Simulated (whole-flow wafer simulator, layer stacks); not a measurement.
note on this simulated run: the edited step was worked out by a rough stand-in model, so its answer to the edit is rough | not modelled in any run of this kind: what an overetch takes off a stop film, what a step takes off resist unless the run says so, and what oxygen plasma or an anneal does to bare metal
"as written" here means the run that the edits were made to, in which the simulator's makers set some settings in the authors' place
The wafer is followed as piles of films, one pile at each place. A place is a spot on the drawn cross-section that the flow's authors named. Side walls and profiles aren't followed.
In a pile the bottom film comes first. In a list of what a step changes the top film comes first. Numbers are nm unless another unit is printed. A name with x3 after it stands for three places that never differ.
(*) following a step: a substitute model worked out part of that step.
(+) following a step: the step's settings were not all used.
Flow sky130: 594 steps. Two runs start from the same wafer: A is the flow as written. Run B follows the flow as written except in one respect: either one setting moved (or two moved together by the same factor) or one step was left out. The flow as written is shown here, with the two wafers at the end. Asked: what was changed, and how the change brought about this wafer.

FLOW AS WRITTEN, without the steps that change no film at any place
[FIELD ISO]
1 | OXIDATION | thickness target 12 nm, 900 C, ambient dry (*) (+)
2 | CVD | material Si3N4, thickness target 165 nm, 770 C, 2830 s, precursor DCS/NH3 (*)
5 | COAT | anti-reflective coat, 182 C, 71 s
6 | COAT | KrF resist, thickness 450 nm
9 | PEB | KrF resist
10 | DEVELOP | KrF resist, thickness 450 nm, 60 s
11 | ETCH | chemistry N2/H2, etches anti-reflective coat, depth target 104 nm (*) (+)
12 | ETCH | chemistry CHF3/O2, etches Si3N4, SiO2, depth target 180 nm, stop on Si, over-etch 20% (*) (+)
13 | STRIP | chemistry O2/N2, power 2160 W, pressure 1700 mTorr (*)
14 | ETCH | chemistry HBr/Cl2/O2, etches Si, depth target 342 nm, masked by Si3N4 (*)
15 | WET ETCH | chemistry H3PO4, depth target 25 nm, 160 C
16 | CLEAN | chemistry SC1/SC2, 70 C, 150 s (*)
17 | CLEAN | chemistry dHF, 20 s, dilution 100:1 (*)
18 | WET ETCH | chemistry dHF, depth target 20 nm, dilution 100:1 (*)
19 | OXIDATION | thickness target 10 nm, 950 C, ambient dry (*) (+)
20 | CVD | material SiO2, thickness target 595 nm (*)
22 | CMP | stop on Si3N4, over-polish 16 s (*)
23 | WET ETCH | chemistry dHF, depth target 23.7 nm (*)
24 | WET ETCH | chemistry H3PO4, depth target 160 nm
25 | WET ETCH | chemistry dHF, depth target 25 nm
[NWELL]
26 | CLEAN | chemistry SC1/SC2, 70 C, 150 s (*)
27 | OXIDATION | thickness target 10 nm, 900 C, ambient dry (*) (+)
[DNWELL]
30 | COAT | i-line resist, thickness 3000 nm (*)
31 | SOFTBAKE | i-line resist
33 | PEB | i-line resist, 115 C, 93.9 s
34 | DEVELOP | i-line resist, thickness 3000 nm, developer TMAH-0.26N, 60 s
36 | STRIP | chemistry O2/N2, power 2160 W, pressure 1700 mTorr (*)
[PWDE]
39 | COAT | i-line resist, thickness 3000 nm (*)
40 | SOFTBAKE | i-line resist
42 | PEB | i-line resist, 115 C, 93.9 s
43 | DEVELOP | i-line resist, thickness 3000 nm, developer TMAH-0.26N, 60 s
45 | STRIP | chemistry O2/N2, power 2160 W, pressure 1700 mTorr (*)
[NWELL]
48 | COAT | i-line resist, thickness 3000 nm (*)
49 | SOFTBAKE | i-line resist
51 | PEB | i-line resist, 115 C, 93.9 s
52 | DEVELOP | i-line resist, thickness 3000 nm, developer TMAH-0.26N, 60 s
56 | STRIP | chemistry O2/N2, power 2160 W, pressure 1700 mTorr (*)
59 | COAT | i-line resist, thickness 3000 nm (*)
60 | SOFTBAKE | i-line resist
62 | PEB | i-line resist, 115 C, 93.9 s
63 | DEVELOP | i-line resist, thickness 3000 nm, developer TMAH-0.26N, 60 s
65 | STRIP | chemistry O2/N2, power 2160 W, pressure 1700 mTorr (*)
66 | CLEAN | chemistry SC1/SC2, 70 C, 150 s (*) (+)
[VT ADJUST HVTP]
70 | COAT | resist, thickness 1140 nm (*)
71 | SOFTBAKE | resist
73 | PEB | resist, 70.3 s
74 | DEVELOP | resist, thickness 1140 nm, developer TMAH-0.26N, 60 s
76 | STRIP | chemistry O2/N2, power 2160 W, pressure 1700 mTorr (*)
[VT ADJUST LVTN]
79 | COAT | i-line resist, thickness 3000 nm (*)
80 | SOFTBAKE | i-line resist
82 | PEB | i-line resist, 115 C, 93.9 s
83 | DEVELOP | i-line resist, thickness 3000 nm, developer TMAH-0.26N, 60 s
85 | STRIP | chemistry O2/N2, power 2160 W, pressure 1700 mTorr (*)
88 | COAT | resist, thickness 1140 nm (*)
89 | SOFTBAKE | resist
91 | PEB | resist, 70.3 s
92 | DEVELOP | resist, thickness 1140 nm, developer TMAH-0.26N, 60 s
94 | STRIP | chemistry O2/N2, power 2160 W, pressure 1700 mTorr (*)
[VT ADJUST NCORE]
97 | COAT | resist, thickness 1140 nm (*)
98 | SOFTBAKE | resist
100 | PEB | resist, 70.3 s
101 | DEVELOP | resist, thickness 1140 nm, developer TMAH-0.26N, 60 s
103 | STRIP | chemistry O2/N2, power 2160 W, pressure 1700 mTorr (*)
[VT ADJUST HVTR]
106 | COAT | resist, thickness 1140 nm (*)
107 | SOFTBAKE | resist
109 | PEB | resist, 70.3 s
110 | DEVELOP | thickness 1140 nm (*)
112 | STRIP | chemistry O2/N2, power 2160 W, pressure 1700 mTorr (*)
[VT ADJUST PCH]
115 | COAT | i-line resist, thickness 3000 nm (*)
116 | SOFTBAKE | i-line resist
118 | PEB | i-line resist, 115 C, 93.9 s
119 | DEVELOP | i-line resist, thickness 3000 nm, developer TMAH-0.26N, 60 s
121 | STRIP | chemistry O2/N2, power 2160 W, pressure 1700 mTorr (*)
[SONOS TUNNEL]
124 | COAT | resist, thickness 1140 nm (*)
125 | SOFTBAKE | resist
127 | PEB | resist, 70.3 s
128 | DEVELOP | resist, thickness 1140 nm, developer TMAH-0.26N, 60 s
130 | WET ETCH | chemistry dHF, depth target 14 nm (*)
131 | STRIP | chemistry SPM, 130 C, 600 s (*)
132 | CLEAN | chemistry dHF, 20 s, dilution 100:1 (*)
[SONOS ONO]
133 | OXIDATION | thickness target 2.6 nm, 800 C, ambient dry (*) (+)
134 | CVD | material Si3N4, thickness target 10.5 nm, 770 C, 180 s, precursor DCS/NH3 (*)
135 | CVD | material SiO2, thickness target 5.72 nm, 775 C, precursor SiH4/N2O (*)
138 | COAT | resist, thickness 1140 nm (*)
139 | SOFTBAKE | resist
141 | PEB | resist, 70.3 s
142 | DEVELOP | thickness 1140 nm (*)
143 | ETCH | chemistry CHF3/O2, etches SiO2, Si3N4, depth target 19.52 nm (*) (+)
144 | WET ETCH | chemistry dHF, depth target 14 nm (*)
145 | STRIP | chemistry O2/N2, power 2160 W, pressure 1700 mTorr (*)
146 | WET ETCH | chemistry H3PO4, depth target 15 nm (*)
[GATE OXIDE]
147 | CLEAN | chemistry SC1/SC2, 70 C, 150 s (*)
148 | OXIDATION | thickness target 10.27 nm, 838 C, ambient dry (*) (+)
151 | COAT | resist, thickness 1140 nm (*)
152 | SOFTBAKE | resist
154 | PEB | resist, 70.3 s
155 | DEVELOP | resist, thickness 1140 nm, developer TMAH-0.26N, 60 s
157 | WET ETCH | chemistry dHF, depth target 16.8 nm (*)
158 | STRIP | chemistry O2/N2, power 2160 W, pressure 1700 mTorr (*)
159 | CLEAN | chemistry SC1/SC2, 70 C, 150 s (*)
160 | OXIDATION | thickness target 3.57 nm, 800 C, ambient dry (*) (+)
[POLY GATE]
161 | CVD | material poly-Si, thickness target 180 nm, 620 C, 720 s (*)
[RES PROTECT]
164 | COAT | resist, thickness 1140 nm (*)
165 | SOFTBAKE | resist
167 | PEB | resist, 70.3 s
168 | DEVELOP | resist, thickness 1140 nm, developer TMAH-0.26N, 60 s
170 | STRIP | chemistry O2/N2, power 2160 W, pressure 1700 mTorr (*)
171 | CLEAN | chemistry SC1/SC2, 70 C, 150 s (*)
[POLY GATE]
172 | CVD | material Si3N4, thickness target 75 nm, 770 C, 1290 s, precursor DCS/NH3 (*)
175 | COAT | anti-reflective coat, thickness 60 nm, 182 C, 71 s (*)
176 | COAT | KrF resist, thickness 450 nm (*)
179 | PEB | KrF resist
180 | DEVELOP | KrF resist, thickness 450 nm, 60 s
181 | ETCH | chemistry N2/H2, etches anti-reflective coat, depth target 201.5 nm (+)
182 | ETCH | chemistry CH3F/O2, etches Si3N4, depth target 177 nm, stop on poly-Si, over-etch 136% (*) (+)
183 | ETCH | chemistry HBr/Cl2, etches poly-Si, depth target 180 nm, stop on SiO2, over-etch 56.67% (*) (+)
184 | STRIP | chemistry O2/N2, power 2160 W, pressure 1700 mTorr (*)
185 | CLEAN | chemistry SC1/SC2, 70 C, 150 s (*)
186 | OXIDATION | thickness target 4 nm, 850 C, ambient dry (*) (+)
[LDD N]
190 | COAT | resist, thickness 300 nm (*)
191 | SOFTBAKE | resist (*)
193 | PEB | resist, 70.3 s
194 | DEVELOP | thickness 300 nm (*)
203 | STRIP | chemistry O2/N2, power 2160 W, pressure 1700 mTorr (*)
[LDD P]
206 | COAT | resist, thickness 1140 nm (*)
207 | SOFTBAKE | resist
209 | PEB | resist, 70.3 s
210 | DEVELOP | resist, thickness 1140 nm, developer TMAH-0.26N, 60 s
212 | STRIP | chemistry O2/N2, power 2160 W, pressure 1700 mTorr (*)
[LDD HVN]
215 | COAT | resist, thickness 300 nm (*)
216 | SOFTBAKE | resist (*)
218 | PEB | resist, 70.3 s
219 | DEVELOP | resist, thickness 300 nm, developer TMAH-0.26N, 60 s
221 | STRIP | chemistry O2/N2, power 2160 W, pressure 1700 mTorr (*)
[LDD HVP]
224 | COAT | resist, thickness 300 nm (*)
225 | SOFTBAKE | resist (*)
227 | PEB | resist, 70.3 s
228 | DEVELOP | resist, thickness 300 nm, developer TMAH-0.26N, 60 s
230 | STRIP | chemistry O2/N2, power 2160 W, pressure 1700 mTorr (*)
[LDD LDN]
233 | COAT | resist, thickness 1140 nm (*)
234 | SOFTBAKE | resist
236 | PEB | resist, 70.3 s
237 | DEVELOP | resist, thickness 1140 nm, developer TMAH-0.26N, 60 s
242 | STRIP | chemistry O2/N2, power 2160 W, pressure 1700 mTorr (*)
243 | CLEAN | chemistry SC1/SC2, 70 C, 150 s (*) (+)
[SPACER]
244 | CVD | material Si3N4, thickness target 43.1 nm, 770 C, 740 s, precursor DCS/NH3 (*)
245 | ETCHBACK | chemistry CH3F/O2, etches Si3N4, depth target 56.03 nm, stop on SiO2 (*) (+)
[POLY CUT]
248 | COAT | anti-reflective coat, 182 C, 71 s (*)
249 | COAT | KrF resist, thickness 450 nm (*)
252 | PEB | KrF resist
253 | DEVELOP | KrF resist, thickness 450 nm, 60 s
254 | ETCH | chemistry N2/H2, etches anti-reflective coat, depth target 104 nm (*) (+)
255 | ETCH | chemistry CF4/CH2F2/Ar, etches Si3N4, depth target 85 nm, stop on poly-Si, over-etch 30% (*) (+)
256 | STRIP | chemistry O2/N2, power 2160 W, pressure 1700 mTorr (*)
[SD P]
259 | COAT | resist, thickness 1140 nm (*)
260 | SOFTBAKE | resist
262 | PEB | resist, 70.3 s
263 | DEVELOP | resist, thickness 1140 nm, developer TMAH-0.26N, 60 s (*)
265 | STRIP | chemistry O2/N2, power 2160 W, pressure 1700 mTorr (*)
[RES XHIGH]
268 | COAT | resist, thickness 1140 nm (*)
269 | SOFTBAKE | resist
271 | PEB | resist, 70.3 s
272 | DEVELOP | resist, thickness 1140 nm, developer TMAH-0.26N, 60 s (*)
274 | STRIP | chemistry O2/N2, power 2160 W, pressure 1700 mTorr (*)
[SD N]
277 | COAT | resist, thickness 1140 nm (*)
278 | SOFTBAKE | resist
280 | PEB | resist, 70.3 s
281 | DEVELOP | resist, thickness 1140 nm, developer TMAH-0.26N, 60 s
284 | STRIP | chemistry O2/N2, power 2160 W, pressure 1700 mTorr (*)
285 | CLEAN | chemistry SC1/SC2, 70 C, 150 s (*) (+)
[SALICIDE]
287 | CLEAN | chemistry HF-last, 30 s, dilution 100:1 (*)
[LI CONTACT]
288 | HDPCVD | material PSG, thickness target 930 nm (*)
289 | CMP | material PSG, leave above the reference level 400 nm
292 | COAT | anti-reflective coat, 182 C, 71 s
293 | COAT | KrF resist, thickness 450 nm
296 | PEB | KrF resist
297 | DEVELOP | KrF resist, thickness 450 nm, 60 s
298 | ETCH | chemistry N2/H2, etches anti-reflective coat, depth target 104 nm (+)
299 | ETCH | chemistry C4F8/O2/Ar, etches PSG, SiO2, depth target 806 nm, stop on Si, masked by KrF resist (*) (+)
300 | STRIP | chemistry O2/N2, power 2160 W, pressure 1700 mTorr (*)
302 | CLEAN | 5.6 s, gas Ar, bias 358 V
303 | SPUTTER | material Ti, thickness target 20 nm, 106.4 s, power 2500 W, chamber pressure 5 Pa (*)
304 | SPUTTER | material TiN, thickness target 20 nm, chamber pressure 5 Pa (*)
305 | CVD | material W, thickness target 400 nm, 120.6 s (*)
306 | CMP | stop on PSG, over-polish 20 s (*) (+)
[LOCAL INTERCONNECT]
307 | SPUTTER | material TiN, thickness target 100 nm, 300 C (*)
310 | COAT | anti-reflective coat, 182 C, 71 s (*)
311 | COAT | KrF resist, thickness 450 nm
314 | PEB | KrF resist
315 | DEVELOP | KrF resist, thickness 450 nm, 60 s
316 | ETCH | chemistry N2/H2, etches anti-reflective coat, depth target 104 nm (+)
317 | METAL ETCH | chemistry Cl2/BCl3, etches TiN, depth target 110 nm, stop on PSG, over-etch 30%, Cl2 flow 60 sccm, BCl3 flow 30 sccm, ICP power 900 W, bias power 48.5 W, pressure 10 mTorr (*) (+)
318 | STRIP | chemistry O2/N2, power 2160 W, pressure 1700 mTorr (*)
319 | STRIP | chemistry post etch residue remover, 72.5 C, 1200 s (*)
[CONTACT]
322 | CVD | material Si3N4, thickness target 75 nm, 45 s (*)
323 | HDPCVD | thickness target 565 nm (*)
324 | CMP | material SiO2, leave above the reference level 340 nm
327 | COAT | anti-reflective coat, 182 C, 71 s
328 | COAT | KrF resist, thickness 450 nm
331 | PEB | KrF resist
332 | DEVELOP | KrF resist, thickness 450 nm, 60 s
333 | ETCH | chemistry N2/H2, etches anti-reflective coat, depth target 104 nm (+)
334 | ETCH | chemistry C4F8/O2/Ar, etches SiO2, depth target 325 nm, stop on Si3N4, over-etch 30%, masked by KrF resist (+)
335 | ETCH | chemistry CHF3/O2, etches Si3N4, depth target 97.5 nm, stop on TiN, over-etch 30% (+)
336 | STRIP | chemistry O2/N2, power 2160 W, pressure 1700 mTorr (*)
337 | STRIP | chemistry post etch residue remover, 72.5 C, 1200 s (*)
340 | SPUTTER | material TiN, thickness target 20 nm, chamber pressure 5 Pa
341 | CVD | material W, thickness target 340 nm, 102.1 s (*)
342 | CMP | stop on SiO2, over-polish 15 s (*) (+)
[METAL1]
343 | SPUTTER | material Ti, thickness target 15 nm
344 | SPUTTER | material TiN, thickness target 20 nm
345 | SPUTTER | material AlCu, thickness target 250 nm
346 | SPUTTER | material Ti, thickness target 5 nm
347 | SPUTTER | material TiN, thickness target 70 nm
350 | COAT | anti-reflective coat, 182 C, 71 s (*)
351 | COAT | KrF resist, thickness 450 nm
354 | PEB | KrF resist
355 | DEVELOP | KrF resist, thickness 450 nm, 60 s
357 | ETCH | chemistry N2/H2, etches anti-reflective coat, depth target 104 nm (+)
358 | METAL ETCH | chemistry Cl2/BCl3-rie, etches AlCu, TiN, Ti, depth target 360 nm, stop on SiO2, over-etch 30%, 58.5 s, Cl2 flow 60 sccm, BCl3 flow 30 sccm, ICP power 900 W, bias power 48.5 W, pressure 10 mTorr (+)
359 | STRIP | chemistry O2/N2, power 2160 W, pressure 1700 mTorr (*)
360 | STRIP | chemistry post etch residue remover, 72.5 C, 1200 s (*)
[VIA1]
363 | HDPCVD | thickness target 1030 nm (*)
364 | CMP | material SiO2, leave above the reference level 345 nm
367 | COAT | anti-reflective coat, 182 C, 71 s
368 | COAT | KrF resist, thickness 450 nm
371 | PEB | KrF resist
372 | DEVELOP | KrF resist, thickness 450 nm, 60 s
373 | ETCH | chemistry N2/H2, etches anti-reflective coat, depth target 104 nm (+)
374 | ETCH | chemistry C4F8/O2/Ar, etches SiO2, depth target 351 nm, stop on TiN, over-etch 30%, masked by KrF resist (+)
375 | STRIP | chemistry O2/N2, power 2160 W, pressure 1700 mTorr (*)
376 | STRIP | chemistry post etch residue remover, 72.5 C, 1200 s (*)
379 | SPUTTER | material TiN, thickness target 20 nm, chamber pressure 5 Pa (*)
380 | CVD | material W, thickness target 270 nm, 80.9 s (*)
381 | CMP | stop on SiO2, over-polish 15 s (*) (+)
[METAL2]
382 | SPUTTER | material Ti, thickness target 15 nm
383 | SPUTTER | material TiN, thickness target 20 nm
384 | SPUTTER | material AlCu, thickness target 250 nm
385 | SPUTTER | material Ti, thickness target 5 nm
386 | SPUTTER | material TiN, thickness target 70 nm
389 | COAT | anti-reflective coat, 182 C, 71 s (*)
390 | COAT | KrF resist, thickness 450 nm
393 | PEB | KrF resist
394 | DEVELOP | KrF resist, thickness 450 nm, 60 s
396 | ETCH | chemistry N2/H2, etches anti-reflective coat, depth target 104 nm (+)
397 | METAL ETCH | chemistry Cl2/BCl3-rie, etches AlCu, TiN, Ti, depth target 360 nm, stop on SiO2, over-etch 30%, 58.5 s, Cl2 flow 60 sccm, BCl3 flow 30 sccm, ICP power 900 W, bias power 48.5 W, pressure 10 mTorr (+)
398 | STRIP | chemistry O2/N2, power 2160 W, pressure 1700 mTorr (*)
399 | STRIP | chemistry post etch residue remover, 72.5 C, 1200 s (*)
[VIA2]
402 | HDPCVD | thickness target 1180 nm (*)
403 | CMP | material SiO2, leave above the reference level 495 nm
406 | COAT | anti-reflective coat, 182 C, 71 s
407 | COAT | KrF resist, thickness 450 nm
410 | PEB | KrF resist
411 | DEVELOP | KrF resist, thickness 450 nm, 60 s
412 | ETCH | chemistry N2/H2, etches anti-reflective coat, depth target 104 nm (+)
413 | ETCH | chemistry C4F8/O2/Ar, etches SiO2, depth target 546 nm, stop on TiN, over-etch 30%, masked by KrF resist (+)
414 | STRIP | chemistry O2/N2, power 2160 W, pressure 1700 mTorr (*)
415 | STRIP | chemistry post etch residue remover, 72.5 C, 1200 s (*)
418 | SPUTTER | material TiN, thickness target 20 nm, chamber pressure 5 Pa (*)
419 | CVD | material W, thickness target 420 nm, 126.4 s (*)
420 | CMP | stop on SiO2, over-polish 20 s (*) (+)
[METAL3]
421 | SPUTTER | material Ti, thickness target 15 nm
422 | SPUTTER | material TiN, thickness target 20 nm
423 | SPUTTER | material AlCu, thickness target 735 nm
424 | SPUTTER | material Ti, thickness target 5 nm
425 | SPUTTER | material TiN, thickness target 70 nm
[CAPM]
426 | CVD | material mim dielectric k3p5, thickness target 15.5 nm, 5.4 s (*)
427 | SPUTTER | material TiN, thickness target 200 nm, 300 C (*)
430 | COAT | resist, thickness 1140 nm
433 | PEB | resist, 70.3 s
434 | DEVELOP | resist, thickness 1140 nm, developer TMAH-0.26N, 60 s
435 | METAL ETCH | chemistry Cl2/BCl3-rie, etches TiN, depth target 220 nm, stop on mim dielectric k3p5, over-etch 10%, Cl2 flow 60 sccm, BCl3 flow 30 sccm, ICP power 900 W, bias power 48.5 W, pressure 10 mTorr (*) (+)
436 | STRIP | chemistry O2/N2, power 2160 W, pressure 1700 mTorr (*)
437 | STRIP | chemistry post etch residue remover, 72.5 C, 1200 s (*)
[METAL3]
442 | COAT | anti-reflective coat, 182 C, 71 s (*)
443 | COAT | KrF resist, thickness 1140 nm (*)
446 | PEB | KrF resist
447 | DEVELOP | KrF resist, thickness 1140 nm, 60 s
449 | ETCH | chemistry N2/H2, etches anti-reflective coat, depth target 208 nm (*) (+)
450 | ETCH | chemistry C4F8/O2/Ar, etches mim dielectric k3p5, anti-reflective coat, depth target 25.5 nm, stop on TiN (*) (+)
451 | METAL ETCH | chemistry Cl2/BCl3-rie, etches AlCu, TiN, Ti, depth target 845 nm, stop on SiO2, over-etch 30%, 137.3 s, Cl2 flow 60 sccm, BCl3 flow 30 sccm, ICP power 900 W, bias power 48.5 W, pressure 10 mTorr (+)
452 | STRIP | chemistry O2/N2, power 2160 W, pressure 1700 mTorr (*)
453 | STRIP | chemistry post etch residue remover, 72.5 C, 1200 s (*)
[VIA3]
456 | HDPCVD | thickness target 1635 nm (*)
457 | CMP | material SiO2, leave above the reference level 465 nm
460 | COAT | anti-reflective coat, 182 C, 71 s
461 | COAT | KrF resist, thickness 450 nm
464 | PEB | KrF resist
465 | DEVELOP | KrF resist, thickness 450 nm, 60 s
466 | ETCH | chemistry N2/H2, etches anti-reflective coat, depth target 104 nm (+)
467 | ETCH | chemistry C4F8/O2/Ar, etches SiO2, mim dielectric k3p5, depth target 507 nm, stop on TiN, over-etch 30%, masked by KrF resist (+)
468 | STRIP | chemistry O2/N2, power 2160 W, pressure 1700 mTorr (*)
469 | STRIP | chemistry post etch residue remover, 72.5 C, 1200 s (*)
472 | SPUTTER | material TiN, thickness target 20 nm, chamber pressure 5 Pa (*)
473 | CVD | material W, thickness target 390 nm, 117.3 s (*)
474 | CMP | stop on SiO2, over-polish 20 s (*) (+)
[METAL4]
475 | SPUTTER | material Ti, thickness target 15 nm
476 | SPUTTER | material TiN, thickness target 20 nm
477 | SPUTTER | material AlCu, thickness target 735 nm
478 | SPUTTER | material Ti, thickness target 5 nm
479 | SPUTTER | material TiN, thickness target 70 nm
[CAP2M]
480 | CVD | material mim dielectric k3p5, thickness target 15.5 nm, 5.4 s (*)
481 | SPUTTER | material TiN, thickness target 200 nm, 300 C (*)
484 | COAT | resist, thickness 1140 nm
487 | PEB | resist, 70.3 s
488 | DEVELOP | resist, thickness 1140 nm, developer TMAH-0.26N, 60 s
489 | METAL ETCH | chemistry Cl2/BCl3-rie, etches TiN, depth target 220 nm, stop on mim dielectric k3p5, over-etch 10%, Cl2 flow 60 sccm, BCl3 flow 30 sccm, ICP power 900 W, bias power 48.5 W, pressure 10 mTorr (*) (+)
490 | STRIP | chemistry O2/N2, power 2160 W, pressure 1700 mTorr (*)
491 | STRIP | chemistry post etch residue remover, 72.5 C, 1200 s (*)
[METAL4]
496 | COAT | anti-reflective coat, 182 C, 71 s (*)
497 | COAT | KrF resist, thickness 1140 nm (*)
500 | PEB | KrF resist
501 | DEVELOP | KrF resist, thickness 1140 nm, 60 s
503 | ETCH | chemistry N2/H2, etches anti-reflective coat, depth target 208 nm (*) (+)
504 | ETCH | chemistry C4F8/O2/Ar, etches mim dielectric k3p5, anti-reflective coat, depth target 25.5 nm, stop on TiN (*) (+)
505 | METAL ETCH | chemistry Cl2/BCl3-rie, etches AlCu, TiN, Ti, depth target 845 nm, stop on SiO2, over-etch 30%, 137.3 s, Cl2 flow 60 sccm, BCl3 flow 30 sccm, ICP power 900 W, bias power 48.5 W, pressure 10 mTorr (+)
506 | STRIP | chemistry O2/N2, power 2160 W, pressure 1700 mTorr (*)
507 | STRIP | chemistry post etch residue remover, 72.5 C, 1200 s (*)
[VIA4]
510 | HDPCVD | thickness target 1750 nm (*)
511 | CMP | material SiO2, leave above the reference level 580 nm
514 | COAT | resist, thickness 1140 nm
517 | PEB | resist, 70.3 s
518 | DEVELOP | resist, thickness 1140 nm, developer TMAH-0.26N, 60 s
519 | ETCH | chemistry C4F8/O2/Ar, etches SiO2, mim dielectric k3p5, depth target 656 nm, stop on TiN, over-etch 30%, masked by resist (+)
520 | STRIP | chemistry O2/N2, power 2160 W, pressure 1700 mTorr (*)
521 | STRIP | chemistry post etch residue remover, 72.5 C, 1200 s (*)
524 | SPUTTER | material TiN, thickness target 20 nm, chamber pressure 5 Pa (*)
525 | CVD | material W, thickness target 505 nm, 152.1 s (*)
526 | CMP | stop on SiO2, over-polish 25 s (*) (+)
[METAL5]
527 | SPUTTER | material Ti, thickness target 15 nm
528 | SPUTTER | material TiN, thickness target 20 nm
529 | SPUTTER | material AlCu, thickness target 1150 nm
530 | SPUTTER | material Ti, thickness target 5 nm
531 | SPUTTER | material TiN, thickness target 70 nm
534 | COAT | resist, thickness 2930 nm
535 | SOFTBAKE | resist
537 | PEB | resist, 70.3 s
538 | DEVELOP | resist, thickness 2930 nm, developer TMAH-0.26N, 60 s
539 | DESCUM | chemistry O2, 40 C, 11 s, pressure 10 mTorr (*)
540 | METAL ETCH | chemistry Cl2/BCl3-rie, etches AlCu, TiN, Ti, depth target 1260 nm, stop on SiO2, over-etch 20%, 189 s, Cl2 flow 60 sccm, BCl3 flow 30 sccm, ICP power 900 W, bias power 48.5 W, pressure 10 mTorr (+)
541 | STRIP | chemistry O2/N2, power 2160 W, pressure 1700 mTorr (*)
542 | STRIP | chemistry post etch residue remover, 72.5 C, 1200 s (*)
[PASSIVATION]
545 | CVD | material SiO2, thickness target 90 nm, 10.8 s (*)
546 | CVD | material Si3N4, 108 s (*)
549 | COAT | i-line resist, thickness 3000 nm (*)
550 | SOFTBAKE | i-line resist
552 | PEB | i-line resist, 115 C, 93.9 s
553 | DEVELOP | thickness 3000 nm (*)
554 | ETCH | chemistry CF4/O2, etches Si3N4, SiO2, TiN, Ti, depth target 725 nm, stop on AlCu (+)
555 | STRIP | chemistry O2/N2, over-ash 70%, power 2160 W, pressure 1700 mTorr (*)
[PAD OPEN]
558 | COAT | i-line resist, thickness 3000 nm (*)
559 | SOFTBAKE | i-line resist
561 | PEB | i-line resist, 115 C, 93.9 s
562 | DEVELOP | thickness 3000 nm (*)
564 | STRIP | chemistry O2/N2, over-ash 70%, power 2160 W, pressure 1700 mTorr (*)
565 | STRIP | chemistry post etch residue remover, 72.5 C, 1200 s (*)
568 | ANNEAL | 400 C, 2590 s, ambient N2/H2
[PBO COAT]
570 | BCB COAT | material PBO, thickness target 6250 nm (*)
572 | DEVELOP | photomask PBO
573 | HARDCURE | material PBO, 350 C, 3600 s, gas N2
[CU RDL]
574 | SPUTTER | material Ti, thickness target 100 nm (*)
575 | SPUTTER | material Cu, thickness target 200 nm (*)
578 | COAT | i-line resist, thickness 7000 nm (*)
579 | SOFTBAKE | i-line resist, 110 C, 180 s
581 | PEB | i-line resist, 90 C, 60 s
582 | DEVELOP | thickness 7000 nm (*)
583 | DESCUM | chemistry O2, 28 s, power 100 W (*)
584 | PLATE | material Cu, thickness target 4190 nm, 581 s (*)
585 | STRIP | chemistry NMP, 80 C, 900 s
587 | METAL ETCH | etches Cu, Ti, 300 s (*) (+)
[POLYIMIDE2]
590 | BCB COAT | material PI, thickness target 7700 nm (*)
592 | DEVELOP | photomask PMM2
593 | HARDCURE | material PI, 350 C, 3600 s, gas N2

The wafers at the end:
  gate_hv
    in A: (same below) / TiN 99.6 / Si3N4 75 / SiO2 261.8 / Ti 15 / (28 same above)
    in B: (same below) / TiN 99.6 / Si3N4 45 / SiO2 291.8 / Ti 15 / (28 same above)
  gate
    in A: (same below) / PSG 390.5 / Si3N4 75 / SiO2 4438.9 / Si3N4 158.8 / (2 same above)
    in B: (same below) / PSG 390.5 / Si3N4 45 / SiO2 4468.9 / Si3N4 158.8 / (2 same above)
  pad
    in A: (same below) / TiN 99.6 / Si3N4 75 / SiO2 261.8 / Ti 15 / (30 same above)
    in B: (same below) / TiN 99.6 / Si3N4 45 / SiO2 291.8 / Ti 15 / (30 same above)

Cause: step 322, CVD: thickness target 45 nm was run, while the flow as written has thickness target 75 nm; step 322, CVD: 27 s was run, where the flow has 45 s.
The wafer lets one read it off: gate_hv has Si3N4 45, and step 322 as written asks for 75 nm.

The path from the change to this, step by step:
  322 | CVD | material Si3N4, thickness target 75 nm, 45 s (*)
      field, active, n_well and 188 more: A Si3N4 gains 75 (new film) | B Si3N4 gains 45 (new film)
  324 | CMP | material SiO2, leave above the reference level 340 nm
      n_well, p_well, gate_hv and 93 more: A SiO2 loses 300 | B SiO2 loses 270
      field, active, gate and 88 more: A SiO2 loses 200.4 | B SiO2 loses 170.4
      (as well as at 4 more places)
  334 | ETCH | chemistry C4F8/O2/Ar, etches SiO2, depth target 325 nm, stop on Si3N4, over-etch 30%, masked by KrF resist (+)
      poly_licon, ndiff_licon, ndiff_licon_cpp, rpo_hd_licon: A SiO2 loses 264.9 (all of it) | B SiO2 loses 294.9 (all of it)
  335 | ETCH | chemistry CHF3/O2, etches Si3N4, depth target 97.5 nm, stop on TiN, over-etch 30% (+)
      field, active, n_well and 184 more: A KrF resist loses 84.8 | B KrF resist loses 50.9
      poly_licon, ndiff_licon, ndiff_licon_cpp, rpo_hd_licon: A Si3N4 loses 75 (all of it) | B Si3N4 loses 45 (all of it)
  336 | STRIP | chemistry O2/N2, power 2160 W, pressure 1700 mTorr (*)
      field, active, n_well and 184 more: A KrF resist loses 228 (all of it), anti-reflective coat loses 80 (all of it) | B KrF resist loses 262 (all of it), anti-reflective coat loses 80 (all of it)
